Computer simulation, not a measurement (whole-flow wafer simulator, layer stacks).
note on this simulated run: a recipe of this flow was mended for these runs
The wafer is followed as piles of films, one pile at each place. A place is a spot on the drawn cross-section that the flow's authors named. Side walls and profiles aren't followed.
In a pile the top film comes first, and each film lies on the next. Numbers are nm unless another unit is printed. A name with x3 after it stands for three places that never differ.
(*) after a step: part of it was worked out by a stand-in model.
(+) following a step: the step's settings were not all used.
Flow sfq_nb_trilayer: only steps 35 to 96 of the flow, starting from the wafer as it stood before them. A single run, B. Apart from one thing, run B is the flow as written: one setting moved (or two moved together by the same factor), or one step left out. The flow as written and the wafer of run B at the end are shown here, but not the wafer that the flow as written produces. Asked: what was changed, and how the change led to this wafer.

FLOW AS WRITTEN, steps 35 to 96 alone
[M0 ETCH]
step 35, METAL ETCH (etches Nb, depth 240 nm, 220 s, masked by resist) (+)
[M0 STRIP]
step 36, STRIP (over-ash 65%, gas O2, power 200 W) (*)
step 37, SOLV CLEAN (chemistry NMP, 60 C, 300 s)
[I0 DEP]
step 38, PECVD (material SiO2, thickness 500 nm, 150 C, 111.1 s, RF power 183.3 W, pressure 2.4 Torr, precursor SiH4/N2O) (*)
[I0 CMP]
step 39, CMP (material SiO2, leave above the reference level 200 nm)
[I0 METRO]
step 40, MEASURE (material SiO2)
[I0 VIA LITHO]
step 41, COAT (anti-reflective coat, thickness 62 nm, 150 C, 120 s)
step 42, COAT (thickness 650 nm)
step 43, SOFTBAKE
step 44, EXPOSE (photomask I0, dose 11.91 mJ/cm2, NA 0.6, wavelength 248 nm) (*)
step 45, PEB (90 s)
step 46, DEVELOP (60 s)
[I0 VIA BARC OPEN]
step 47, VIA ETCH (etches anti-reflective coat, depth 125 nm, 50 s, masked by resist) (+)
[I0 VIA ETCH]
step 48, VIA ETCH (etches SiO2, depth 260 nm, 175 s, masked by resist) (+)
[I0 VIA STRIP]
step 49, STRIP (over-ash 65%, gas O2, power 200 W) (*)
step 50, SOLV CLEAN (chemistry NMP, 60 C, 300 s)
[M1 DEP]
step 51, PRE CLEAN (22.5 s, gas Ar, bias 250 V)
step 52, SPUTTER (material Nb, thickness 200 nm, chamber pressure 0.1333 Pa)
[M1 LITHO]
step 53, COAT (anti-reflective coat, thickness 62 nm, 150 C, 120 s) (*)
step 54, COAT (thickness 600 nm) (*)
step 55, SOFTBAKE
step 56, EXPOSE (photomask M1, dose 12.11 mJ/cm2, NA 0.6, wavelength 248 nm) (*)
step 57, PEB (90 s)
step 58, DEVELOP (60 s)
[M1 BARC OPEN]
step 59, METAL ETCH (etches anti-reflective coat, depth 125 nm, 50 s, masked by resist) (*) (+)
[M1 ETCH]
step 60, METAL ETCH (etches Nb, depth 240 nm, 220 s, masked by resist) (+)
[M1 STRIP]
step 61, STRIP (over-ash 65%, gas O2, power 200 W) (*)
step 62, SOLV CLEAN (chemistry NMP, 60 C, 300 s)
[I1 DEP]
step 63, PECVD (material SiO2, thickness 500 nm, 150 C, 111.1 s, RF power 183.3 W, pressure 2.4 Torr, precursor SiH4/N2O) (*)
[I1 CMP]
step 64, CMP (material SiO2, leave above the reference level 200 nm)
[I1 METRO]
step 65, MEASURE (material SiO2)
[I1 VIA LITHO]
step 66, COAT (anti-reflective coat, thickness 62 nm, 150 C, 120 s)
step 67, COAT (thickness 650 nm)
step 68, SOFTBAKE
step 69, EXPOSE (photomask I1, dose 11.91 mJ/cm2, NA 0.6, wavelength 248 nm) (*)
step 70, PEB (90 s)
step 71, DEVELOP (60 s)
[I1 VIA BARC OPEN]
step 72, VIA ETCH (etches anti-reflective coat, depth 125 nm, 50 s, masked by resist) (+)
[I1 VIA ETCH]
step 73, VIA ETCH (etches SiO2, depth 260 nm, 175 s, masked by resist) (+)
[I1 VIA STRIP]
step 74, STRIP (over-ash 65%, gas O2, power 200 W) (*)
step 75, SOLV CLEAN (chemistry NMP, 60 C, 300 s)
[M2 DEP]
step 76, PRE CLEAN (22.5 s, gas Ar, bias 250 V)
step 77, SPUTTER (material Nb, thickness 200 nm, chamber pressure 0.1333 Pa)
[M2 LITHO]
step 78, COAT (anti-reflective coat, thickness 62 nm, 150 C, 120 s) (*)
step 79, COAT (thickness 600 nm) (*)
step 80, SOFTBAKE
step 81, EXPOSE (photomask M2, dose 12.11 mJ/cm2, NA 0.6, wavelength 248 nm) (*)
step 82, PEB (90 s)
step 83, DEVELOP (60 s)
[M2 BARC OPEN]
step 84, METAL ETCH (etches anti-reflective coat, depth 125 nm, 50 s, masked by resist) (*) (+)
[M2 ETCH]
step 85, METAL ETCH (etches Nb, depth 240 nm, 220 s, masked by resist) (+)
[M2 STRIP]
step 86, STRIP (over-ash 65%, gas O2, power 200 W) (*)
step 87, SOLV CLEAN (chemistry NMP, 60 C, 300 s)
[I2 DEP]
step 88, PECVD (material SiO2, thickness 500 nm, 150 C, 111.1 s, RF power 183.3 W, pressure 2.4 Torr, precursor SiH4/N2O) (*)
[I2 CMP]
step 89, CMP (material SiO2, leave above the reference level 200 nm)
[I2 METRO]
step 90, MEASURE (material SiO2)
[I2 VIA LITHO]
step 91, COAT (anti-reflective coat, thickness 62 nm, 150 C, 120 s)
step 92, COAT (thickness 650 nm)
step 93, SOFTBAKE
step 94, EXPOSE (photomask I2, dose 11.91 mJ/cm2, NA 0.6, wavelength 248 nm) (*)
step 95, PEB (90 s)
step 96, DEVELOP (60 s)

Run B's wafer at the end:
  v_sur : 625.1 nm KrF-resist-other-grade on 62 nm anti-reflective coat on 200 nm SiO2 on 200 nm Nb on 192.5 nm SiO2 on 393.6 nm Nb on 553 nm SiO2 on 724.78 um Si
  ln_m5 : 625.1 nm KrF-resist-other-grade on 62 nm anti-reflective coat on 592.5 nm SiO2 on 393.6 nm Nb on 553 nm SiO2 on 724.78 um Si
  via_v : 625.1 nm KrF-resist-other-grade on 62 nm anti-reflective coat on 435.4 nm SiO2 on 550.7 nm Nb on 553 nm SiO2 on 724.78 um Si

The reason: step 36, STRIP: over-ash 65%, gas O2, power 200 W (*), was skipped.

How this came from the change, step by step:
  step 38, PECVD (material SiO2, thickness 500 nm, 150 C, 111.1 s, RF power 183.3 W, pressure 2.4 Torr, precursor SiH4/N2O) (*)
      m0r_space_l, m0r_space_r: +500 SiO2 (in the flow as written it would be: +561.1 SiO2)
      moat: +277 SiO2 (in the flow as written it would be: +561.1 SiO2)
  step 39, CMP (material SiO2, leave above the reference level 200 nm)
      p4_fl, p4_fm, p4_w1 and 68 more: -500 SiO2 (all of it), -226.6 KrF-resist-other-grade (in the flow as written it would be: -300 SiO2)
      jj_sur, ce_l, c5j, res, r_end: -500 SiO2 (all of it), -234.2 KrF-resist-other-grade (in the flow as written it would be: -300 SiO2)
      (also at 30 further places)
  step 41, COAT (anti-reflective coat, thickness 62 nm, 150 C, 120 s)
      r_sur, ln_m5: +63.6 anti-reflective coat (new film) (in the flow as written it would be: +62 anti-reflective coat (new film))
      res: +59.6 anti-reflective coat (new film) (in the flow as written it would be: +62 anti-reflective coat (new film))
      (also at 4 further places)
  step 48, VIA ETCH (etches SiO2, depth 260 nm, 175 s, masked by resist) (+)
      via_w: -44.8 KrF-resist-other-grade (in the flow as written it would be: -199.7 SiO2 (all of it), -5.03 Nb)
  step 49, STRIP (over-ash 65%, gas O2, power 200 W) (*)
      p4_fl, p4_fm, p4_w1 and 68 more: -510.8 KrF-resist-other-grade (all of it), -62 anti-reflective coat (all of it), -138 KrF-resist-other-grade (all of it), -62 anti-reflective coat (all of it) (in the flow as written it would be: -510.8 KrF-resist-other-grade (all of it), -62 anti-reflective coat (all of it))
      be_sur, gap: -510.6 KrF-resist-other-grade (all of it), -62 anti-reflective coat (all of it), -136.3 KrF-resist-other-grade (all of it), -63.7 anti-reflective coat (all of it) (in the flow as written it would be: -510.8 KrF-resist-other-grade (all of it), -62 anti-reflective coat (all of it))
      (also at 31 further places)
  step 51, PRE CLEAN (22.5 s, gas Ar, bias 250 V)
      field_l, v_sur, via_wl and 99 more: -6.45 Nb (in the flow as written it would be: -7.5 SiO2)
  step 52, SPUTTER (material Nb, thickness 200 nm, chamber pressure 0.1333 Pa)
      field_l, v_sur, via_wl and 98 more: +200 Nb (in the flow as written it would be: +200 Nb (new film))
      l0v: +196.9 Nb (in the flow as written it would be: +200 Nb (new film))
      (also at 1 further place)
  step 53, COAT (anti-reflective coat, thickness 62 nm, 150 C, 120 s) (*)
      l0r_line_l, l0r_line_c, l0r_line_r: +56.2 anti-reflective coat (new film) (in the flow as written it would be: +62 anti-reflective coat (new film))
      jj_sur, ce_r: +64.1 anti-reflective coat (new film) (in the flow as written it would be: +62.2 anti-reflective coat (new film))
      (also at 29 further places)
  step 54, COAT (thickness 600 nm) (*)
      m0r_line_l, m0r_line_r: +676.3 KrF-resist-other-grade (new film) (in the flow as written it would be: +600 KrF-resist-other-grade (new film))
      m0r_space_l, m0r_space_r: +545.5 KrF-resist-other-grade (new film) (in the flow as written it would be: +600 KrF-resist-other-grade (new film))
      (also at 5 further places)
  step 58, DEVELOP (60 s)
      m0r_line_l, m0r_line_r: -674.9 KrF-resist-other-grade (all of it) (in the flow as written it would be: -598.7 KrF-resist-other-grade (all of it))
      m0r_space_l, m0r_space_r: -544.4 KrF-resist-other-grade (all of it) (in the flow as written it would be: -598.7 KrF-resist-other-grade (all of it))
      (also at 1 further place)
  step 59, METAL ETCH (etches anti-reflective coat, depth 125 nm, 50 s, masked by resist) (*) (+)
      l0r_line_l, l0r_line_c, l0r_line_r: -56.2 anti-reflective coat (all of it) (in the flow as written it would be: -62 anti-reflective coat (all of it))
      jj_sur, ce_r: -64.1 anti-reflective coat (all of it) (in the flow as written it would be: -62.2 anti-reflective coat (all of it))
      (also at 21 further places)
  step 60, METAL ETCH (etches Nb, depth 240 nm, 220 s, masked by resist) (+)
      field_l, be, be_sur and 76 more: -240 Nb (in the flow as written it would be: -200 Nb (all of it), -4 SiO2)
  step 61, STRIP (over-ash 65%, gas O2, power 200 W) (*)
      v_sur: -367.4 KrF-resist-other-grade (all of it), -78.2 anti-reflective coat (all of it) (in the flow as written it would be: -361.9 KrF-resist-other-grade (all of it), -45.6 anti-reflective coat (all of it))
      via_wl: -370.3 KrF-resist-other-grade (all of it), -72.7 anti-reflective coat (all of it) (in the flow as written it would be: -382.3 KrF-resist-other-grade (all of it), -16.2 anti-reflective coat (all of it))
      (also at 6 further places)
  step 63, PECVD (material SiO2, thickness 500 nm, 150 C, 111.1 s, RF power 183.3 W, pressure 2.4 Torr, precursor SiH4/N2O) (*)
      field_l, be, be_sur and 65 more: +500 SiO2 (new film) (in the flow as written it would be: +500 SiO2)
      lsp_m, ln_m6, lsp_r: +493.9 SiO2 (new film) (in the flow as written it would be: +494.8 SiO2)
      (also at 9 further places)
  step 64, CMP (material SiO2, leave above the reference level 200 nm)
      be, be_sur, gap and 61 more: -60 SiO2 (in the flow as written it would be: -96 SiO2)
      field_l, l0r_line_l, l0r_line_c, l0r_line_r: -102 SiO2 (in the flow as written it would be: -96 SiO2)
      (also at 13 further places)
  step 77, SPUTTER (material Nb, thickness 200 nm, chamber pressure 0.1333 Pa)
      via_v: +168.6 Nb (in the flow as written it would be: +172.8 Nb)
With metal films that touch counted as one body, v_sur has 2 bodies (between them, from the top down: SiO2 192.5); the flow as written gives 3 bodies (between them, from the top down: SiO2 192.5; SiO2 192.5).
With metal films that touch counted as one body, ln_m5 has 1 body; the flow as written gives 2 bodies (between them, from the top down: SiO2 192.5).
With metal films that touch counted as one body, via_v has 1 body; the flow as written gives 2 bodies (between them, from the top down: SiO2 192.5).
